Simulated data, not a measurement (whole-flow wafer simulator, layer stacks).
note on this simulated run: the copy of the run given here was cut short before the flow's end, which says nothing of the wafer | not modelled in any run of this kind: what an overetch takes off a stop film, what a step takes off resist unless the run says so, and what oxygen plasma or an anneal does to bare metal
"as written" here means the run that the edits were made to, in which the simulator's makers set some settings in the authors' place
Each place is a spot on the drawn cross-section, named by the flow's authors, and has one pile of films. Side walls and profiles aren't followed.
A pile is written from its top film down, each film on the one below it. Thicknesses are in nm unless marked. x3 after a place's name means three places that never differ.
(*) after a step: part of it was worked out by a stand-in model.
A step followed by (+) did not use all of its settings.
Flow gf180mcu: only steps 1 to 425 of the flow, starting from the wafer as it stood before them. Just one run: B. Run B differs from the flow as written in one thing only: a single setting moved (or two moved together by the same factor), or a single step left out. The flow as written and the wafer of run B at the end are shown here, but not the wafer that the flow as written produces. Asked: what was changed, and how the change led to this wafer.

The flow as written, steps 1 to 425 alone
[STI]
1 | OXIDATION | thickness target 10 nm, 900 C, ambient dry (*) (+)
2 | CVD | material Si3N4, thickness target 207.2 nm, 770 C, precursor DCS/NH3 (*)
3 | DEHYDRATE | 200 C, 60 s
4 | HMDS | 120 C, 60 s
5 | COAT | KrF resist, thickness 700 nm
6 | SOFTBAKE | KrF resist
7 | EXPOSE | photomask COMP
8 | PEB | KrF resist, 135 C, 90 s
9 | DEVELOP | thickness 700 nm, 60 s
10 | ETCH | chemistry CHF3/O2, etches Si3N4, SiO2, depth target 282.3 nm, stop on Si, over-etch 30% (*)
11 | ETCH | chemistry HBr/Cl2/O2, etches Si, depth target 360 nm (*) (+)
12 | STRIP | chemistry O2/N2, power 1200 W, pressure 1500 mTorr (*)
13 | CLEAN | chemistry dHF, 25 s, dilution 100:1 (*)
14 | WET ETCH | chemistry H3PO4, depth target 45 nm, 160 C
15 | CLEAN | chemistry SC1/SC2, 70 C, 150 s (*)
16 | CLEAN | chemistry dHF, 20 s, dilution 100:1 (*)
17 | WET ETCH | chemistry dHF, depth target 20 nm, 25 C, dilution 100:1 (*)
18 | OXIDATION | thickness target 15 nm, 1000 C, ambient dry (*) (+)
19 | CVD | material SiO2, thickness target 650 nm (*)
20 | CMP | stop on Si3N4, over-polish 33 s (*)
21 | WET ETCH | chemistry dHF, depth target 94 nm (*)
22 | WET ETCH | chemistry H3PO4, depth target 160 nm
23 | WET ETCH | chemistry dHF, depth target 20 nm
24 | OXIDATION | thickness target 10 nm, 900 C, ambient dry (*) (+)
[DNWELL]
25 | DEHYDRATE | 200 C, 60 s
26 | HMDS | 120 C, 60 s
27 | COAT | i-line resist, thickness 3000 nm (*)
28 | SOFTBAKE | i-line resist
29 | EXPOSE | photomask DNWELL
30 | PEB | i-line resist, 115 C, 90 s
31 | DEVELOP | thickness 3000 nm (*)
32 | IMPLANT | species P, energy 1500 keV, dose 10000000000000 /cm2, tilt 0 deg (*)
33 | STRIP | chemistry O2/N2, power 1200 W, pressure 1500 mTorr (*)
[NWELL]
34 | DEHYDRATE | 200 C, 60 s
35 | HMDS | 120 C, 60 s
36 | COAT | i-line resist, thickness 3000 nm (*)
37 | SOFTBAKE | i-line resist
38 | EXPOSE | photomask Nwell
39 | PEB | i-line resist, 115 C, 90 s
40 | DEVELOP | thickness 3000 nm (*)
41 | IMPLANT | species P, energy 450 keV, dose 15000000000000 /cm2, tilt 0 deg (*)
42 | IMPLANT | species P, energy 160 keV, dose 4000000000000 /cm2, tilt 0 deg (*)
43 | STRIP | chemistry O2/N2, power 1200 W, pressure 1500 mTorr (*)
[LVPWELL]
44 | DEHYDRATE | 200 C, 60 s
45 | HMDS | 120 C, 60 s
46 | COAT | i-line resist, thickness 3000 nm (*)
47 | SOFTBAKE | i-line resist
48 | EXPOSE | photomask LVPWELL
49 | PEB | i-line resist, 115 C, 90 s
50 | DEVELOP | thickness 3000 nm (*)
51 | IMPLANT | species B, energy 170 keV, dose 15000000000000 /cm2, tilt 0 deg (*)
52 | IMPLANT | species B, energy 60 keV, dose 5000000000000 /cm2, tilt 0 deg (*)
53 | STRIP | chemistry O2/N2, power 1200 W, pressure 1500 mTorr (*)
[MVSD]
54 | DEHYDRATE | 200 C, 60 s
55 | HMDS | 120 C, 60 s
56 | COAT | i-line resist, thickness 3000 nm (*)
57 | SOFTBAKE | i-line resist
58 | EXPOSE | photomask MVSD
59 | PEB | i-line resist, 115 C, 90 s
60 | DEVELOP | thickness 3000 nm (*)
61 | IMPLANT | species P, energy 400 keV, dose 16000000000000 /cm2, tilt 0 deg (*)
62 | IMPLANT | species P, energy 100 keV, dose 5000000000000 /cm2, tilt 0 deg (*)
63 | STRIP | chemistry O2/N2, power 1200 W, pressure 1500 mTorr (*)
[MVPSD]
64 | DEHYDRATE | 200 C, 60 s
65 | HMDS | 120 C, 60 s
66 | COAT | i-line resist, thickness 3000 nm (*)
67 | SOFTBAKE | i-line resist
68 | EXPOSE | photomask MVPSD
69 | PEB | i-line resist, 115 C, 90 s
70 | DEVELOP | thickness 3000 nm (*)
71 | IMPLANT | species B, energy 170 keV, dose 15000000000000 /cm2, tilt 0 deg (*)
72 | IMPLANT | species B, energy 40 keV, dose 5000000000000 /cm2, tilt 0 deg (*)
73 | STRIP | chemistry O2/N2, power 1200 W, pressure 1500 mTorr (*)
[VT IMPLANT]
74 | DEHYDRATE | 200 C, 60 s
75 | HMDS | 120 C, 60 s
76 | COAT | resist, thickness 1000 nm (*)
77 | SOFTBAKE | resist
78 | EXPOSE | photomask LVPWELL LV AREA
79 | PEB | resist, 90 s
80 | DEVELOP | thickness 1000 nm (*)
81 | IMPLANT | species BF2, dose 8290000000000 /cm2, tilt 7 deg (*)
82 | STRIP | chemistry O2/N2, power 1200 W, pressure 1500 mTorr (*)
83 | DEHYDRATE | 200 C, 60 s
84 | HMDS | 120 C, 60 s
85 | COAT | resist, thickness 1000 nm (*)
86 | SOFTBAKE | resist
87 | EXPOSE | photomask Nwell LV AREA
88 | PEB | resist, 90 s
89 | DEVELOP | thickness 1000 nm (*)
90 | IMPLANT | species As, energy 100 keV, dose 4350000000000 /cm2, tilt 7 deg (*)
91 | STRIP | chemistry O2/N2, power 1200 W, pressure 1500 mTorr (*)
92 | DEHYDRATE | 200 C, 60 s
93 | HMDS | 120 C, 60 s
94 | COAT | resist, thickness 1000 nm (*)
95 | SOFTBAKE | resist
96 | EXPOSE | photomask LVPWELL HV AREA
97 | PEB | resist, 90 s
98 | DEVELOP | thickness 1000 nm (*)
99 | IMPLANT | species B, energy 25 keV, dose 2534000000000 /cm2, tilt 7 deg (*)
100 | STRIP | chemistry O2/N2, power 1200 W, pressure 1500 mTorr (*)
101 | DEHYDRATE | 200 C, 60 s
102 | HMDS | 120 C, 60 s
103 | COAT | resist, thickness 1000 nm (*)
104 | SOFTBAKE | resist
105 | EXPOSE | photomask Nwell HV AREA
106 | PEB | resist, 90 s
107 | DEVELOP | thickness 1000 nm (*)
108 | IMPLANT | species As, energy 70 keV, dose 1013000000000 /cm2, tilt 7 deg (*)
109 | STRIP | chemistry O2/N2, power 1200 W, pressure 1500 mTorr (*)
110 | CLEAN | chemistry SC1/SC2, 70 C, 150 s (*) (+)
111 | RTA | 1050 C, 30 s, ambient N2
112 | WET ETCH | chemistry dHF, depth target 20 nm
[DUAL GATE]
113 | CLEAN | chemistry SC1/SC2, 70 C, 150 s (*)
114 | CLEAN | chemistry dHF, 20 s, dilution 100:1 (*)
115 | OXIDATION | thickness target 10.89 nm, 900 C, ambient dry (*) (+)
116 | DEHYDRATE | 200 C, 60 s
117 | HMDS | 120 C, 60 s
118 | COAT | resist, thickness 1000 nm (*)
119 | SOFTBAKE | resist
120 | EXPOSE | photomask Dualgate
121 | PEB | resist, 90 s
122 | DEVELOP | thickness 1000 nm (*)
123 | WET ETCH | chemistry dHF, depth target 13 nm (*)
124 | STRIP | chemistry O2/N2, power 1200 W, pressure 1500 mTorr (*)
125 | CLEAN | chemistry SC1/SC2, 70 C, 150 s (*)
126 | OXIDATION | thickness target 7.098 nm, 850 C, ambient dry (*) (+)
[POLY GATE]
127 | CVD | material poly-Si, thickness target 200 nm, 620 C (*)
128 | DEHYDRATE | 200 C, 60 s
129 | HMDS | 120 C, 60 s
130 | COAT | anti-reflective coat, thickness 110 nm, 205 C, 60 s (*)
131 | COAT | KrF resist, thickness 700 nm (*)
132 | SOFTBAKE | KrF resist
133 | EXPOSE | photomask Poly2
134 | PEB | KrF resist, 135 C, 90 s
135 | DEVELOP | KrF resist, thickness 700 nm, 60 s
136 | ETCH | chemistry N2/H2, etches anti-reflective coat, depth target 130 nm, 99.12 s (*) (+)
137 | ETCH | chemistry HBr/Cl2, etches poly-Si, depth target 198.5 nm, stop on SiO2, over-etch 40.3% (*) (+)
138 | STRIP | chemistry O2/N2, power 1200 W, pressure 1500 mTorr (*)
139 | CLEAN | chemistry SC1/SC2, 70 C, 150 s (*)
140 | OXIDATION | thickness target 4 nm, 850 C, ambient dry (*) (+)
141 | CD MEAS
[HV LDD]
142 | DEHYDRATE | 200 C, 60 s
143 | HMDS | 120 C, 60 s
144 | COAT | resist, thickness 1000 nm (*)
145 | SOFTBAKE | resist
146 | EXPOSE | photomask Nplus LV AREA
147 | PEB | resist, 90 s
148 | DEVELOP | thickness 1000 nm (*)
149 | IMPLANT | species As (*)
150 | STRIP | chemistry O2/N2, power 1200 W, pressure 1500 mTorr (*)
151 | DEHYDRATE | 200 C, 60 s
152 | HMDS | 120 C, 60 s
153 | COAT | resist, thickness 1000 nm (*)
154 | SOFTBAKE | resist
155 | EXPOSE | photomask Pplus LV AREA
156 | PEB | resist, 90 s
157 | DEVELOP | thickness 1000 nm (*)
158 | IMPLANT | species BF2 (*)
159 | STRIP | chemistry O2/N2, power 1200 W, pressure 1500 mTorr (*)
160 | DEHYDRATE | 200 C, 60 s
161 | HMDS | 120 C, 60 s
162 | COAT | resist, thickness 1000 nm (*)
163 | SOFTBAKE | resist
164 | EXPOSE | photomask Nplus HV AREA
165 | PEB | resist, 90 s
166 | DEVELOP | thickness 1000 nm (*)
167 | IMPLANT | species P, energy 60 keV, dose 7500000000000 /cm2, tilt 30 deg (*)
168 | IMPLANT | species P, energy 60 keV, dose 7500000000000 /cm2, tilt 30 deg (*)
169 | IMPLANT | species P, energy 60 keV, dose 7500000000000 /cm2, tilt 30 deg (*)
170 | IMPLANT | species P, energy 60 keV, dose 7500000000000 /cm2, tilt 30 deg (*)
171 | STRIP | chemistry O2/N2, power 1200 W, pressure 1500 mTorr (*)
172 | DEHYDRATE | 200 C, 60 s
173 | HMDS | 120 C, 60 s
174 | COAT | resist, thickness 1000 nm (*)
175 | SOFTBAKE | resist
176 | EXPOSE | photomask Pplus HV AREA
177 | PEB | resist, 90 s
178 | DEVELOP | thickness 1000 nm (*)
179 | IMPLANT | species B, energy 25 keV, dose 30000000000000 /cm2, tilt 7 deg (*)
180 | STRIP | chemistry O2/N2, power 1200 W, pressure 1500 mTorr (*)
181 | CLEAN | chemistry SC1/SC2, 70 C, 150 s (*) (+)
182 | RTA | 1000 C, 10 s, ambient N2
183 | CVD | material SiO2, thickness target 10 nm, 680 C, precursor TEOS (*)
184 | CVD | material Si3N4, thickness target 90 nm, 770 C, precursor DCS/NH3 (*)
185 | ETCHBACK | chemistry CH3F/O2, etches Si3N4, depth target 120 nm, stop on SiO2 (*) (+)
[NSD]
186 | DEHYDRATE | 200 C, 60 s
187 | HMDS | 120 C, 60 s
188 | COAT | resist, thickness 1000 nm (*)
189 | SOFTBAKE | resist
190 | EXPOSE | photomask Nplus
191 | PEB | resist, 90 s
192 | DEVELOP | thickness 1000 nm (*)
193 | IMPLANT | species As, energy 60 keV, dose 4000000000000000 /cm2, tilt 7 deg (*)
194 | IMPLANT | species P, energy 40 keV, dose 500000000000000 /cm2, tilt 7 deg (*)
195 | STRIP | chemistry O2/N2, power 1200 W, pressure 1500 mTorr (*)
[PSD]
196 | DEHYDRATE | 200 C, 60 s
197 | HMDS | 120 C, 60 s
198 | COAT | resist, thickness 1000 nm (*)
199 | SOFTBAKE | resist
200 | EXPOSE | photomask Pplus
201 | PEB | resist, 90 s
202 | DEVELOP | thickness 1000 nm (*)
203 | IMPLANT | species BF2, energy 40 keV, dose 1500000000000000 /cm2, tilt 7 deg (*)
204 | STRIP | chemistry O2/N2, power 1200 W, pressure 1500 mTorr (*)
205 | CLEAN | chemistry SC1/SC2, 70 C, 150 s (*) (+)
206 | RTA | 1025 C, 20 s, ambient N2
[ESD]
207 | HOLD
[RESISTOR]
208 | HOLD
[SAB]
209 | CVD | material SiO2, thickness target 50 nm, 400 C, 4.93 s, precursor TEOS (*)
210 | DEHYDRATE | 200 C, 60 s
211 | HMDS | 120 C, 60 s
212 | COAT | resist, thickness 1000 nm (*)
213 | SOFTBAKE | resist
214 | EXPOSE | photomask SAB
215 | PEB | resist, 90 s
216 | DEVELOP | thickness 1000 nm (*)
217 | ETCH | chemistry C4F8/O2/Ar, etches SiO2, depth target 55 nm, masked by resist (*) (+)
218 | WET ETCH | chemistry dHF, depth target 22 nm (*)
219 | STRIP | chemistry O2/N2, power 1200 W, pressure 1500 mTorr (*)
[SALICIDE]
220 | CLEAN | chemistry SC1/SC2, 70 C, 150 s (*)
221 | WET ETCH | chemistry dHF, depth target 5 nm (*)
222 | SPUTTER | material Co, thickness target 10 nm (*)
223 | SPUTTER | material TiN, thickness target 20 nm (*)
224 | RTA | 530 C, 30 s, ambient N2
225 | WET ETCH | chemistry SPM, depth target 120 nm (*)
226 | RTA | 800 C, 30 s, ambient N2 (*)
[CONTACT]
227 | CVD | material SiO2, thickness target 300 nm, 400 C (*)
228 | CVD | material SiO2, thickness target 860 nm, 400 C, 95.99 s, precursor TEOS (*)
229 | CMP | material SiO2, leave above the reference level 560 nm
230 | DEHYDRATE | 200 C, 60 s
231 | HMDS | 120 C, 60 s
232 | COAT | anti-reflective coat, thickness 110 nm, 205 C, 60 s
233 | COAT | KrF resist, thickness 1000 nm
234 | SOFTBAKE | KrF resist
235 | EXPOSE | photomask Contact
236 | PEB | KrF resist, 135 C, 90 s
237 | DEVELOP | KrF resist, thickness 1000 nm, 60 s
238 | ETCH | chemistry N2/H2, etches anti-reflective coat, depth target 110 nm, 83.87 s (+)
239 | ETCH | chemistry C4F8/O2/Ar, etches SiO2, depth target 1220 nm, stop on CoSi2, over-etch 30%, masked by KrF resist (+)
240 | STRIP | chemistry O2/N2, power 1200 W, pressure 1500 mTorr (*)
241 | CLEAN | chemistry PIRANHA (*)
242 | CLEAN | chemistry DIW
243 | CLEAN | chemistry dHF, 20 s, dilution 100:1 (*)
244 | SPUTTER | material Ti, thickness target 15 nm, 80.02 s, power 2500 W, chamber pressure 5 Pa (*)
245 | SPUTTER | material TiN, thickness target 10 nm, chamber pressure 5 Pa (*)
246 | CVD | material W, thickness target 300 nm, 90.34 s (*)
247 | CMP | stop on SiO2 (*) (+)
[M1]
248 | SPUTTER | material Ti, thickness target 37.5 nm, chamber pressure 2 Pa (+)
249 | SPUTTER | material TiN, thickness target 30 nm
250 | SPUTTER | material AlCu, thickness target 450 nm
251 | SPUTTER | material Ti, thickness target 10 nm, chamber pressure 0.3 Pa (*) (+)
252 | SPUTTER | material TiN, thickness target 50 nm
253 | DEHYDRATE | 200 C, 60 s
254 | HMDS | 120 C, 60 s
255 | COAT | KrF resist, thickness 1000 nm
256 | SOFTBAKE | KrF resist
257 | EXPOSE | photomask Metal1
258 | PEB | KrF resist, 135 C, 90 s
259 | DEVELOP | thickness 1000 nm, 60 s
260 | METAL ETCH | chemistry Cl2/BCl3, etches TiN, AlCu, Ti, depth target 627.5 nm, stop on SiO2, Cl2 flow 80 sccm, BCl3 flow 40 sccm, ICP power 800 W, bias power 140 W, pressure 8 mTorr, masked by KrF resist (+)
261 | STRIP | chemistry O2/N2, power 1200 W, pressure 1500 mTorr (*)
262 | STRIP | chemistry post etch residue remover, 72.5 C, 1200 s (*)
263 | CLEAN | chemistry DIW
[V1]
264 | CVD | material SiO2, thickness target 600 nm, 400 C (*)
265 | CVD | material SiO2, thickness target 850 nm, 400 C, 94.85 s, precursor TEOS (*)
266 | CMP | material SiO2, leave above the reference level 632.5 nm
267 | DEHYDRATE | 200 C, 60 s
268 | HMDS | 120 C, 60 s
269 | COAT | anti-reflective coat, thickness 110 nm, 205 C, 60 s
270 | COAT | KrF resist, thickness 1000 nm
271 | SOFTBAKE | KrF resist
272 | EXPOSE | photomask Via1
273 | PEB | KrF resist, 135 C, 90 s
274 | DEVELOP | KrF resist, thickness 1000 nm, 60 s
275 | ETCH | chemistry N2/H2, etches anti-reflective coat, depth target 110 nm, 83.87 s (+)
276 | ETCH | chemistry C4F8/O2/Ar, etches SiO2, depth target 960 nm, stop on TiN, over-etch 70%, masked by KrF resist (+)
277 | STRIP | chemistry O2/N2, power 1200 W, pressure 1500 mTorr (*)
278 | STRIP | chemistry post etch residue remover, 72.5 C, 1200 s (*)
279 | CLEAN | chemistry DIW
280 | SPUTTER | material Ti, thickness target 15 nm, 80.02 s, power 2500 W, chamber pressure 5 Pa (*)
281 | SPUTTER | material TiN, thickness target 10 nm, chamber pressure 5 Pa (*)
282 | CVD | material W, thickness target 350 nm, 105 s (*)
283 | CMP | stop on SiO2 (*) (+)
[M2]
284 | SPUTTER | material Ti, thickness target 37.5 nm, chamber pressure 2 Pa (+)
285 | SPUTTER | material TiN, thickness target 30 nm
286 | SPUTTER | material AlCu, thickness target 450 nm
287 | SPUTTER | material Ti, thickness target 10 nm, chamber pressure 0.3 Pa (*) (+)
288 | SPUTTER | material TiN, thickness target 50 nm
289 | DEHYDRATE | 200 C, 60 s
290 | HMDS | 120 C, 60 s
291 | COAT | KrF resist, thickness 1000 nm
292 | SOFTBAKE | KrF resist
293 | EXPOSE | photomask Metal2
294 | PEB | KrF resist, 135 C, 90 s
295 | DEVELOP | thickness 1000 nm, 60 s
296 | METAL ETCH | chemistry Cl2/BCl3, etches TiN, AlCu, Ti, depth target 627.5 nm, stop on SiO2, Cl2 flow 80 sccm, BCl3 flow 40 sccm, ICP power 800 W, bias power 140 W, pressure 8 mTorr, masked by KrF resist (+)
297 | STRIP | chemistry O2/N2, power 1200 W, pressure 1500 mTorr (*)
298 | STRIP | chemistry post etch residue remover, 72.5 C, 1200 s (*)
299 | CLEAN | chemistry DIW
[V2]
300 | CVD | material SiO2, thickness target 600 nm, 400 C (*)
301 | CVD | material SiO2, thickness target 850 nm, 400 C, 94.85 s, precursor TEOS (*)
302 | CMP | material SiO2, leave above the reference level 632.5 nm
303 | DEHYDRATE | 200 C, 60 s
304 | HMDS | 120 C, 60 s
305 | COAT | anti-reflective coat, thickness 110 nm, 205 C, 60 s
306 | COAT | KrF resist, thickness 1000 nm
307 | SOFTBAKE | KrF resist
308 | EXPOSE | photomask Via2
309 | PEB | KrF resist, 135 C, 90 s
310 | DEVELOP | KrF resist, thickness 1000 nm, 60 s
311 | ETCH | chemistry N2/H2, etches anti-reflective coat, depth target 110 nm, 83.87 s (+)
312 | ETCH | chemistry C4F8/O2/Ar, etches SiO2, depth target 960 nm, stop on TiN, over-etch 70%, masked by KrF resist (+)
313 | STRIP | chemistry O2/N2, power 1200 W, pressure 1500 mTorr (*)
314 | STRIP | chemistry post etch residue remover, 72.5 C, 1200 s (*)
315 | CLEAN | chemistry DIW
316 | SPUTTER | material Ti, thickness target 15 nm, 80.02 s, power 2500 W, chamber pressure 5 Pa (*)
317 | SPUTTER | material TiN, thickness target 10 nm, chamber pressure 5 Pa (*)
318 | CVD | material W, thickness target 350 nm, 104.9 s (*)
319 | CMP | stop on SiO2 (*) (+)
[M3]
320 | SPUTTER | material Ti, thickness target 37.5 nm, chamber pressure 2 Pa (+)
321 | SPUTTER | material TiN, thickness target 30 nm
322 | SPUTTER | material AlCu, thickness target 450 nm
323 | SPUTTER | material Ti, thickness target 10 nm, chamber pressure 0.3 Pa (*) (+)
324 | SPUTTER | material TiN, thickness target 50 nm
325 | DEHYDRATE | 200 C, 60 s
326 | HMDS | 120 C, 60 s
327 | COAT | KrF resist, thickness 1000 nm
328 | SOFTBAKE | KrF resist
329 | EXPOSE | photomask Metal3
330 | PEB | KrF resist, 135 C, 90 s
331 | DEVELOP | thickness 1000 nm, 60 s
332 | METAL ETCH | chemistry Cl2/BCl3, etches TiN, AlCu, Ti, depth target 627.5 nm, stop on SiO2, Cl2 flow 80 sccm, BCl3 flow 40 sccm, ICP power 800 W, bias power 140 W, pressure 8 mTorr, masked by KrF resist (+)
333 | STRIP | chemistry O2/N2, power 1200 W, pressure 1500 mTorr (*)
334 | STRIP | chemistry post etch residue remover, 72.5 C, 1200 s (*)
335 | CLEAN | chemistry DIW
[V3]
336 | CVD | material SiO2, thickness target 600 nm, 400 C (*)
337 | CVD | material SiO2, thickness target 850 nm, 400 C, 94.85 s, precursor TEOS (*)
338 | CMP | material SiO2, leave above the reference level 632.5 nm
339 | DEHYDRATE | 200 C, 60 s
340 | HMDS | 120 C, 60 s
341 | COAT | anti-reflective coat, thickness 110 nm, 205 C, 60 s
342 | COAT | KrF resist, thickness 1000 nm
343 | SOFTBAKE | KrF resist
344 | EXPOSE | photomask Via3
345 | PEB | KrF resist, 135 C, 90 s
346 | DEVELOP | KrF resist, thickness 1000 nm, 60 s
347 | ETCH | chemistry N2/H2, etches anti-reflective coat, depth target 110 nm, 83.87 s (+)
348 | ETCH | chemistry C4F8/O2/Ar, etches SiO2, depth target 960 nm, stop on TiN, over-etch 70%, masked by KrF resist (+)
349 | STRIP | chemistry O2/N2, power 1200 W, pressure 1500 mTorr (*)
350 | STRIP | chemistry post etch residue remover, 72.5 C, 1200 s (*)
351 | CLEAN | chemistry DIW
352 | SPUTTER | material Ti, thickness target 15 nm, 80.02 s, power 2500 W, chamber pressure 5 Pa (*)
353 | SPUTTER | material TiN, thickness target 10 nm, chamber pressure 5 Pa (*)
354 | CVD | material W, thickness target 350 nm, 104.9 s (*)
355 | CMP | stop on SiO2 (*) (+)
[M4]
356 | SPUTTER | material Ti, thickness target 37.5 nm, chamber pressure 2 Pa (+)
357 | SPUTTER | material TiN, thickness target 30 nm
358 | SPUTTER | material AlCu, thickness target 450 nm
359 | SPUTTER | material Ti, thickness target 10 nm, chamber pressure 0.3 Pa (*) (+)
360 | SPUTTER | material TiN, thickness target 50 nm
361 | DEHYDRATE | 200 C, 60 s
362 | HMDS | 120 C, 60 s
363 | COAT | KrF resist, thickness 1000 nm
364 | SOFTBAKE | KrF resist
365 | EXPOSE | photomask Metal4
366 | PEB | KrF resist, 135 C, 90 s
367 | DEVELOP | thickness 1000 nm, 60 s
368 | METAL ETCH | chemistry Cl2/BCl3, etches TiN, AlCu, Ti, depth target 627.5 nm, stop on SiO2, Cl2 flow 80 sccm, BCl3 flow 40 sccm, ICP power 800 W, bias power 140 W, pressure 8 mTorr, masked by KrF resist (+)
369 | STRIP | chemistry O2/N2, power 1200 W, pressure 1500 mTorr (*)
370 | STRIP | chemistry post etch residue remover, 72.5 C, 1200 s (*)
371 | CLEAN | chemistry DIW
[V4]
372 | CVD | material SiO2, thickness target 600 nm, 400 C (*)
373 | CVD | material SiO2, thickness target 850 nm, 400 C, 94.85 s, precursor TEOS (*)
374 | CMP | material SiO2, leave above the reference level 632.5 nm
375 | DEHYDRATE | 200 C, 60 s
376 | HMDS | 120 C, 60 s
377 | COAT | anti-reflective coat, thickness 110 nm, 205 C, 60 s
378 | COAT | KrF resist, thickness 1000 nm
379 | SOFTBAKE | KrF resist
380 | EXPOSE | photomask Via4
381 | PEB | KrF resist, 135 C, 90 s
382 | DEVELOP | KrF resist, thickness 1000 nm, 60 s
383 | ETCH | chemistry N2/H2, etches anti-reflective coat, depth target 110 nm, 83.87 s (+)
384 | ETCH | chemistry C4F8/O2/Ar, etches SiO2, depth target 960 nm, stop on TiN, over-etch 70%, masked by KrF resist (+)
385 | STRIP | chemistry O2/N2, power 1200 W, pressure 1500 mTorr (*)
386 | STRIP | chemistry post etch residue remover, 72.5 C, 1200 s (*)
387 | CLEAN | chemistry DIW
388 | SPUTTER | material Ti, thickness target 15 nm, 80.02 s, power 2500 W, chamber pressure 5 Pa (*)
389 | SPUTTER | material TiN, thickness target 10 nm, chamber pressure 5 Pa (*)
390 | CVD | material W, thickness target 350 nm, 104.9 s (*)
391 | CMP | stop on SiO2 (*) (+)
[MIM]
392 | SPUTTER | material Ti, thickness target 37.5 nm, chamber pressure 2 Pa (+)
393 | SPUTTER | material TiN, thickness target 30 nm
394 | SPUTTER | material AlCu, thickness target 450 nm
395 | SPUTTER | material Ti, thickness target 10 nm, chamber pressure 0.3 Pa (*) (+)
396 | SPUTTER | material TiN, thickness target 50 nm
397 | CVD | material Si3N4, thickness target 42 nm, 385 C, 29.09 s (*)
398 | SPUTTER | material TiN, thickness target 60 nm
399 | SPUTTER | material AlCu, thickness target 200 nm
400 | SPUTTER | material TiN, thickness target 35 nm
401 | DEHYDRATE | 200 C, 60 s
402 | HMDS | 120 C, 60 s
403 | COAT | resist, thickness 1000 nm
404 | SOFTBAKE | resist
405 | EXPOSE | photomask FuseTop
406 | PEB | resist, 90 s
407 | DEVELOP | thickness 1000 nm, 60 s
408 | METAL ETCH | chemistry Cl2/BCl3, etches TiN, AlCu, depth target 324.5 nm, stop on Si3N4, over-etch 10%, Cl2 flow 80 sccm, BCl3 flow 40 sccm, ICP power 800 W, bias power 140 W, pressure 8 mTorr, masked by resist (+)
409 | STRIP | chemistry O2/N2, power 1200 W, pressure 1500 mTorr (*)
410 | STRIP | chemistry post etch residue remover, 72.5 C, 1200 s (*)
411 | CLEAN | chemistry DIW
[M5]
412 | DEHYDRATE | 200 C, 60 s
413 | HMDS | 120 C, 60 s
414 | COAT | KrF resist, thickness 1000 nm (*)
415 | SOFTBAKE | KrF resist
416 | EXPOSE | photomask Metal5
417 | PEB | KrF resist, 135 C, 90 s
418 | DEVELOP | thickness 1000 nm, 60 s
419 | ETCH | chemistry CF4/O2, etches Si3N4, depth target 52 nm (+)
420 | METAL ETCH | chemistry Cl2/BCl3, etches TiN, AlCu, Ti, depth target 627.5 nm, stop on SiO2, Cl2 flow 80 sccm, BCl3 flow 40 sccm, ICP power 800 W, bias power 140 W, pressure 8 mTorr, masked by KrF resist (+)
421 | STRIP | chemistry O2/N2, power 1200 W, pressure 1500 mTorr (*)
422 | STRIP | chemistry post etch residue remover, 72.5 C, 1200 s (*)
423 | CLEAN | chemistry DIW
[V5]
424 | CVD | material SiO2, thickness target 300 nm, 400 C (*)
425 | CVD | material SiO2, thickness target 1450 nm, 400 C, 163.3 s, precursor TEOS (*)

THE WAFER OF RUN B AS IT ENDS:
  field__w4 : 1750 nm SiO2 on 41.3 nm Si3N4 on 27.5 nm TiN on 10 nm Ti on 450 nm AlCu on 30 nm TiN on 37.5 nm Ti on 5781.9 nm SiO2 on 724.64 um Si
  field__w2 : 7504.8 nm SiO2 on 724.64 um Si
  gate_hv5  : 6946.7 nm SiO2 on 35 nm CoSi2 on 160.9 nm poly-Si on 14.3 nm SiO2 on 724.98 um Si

The reason: step 396, SPUTTER: thickness target 27.5 nm was run, though the flow has thickness target 50 nm.
One can read it off the wafer: field__w4 has TiN 27.5, and step 396 as written asks for 50 nm.

Step by step, how the change led to this:
  396 | SPUTTER | material TiN, thickness target 50 nm
      field, field__w1, field__w2 and 108 more: +27.5 TiN (new film) (as written it would have been: +50 TiN (new film))
  420 | METAL ETCH | chemistry Cl2/BCl3, etches TiN, AlCu, Ti, depth target 627.5 nm, stop on SiO2, Cl2 flow 80 sccm, BCl3 flow 40 sccm, ICP power 800 W, bias power 140 W, pressure 8 mTorr, masked by KrF resist (+)
      field, field__w1, field__w2 and 101 more: -26.1 TiN (all of it), -10 Ti (all of it), -450 AlCu (all of it), -30 TiN (all of it), -37.5 Ti (all of it) (as written it would have been: -48.6 TiN (all of it), -10 Ti (all of it), -450 AlCu (all of it), -30 TiN (all of it), -37.5 Ti (all of it))
